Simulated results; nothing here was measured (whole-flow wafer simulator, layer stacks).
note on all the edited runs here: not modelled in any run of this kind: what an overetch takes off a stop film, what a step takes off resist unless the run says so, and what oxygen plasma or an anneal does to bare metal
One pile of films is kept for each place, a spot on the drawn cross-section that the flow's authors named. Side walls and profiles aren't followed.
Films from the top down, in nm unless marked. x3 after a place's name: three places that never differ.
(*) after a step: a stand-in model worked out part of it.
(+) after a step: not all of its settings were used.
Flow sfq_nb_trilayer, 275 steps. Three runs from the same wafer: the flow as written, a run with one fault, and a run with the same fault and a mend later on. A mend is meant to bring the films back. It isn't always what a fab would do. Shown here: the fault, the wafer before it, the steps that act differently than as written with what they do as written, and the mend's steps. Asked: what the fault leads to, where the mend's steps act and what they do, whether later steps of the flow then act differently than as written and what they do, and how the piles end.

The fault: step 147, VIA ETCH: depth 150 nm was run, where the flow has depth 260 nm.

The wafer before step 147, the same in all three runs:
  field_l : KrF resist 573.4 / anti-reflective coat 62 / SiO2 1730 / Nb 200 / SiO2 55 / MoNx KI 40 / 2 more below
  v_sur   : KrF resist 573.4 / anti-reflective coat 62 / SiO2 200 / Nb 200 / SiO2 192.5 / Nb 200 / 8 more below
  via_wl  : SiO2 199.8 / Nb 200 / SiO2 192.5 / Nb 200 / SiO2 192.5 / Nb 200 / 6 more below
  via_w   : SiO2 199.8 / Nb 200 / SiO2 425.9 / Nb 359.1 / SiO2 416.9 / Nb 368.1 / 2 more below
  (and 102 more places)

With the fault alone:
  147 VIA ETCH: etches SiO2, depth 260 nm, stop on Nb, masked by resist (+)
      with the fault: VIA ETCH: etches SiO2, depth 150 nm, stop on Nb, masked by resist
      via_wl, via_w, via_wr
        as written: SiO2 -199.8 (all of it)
        with the fault: SiO2 -150
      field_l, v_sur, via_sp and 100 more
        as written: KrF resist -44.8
        with the fault: KrF resist -25.9
  Later steps of the flow that act differently than as written (5 more steps differ only slightly, by at most 2% or 0.5 nm, whichever is larger, and aren't shown):
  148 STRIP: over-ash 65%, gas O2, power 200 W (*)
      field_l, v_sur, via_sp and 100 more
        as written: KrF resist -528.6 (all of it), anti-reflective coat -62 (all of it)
        with the fault: KrF resist -547.6 (all of it), anti-reflective coat -62 (all of it)
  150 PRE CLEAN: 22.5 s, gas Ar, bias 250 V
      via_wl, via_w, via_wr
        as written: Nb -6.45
        with the fault: SiO2 -7.5
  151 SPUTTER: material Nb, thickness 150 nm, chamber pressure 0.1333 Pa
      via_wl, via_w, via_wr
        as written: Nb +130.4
        with the fault: Nb +136.1 (new film)
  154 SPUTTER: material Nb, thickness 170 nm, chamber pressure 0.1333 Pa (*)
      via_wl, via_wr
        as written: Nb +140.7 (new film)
        with the fault: Nb +149.2 (new film)
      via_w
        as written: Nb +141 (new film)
        with the fault: Nb +149.5 (new film)
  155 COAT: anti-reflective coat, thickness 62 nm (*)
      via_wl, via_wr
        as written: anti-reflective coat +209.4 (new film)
        with the fault: anti-reflective coat +164 (new film)
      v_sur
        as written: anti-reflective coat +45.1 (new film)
        with the fault: anti-reflective coat +47.2 (new film)
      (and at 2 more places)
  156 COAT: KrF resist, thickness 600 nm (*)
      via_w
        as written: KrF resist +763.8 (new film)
        with the fault: KrF resist +717.4 (new film)
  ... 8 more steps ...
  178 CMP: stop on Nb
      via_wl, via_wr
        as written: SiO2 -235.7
        with the fault: SiO2 -290.1
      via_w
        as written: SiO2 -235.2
        with the fault: SiO2 -289.6
  At the end the piles differ from the flow's by more than 2% or 0.5 nm, whichever is larger, at via_wl, via_w, via_wr.
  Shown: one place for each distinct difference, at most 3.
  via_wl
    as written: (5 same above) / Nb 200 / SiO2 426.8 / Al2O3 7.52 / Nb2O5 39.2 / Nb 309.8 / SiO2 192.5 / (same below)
    with the fault: (5 same above) / Nb 200 / SiO2 372.4 / Al2O3 7.59 / Nb2O5 39.1 / Nb 122 / SiO2 42.3 / Nb 200 / SiO2 192.5 / (same below)
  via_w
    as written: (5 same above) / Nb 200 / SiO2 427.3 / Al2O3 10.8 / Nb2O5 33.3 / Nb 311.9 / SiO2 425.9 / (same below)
    with the fault: (5 same above) / Nb 200 / SiO2 372.9 / Al2O3 11.3 / Nb2O5 32.4 / Nb 124.4 / SiO2 42.3 / Nb 200 / SiO2 425.9 / (same below)

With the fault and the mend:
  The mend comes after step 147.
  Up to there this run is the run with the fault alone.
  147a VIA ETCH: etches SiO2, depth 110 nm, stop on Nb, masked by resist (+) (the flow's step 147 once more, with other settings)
      field_l, v_sur, via_sp and 100 more
        KrF resist -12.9
      via_wl, via_w, via_wr
        SiO2 -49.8 (all of it)
  No later step of the flow acts differently than as written, at any place that is followed, by more than 2% or 0.5 nm, whichever is larger.
  At the end the piles are the same as the flow's at every place that both follow.
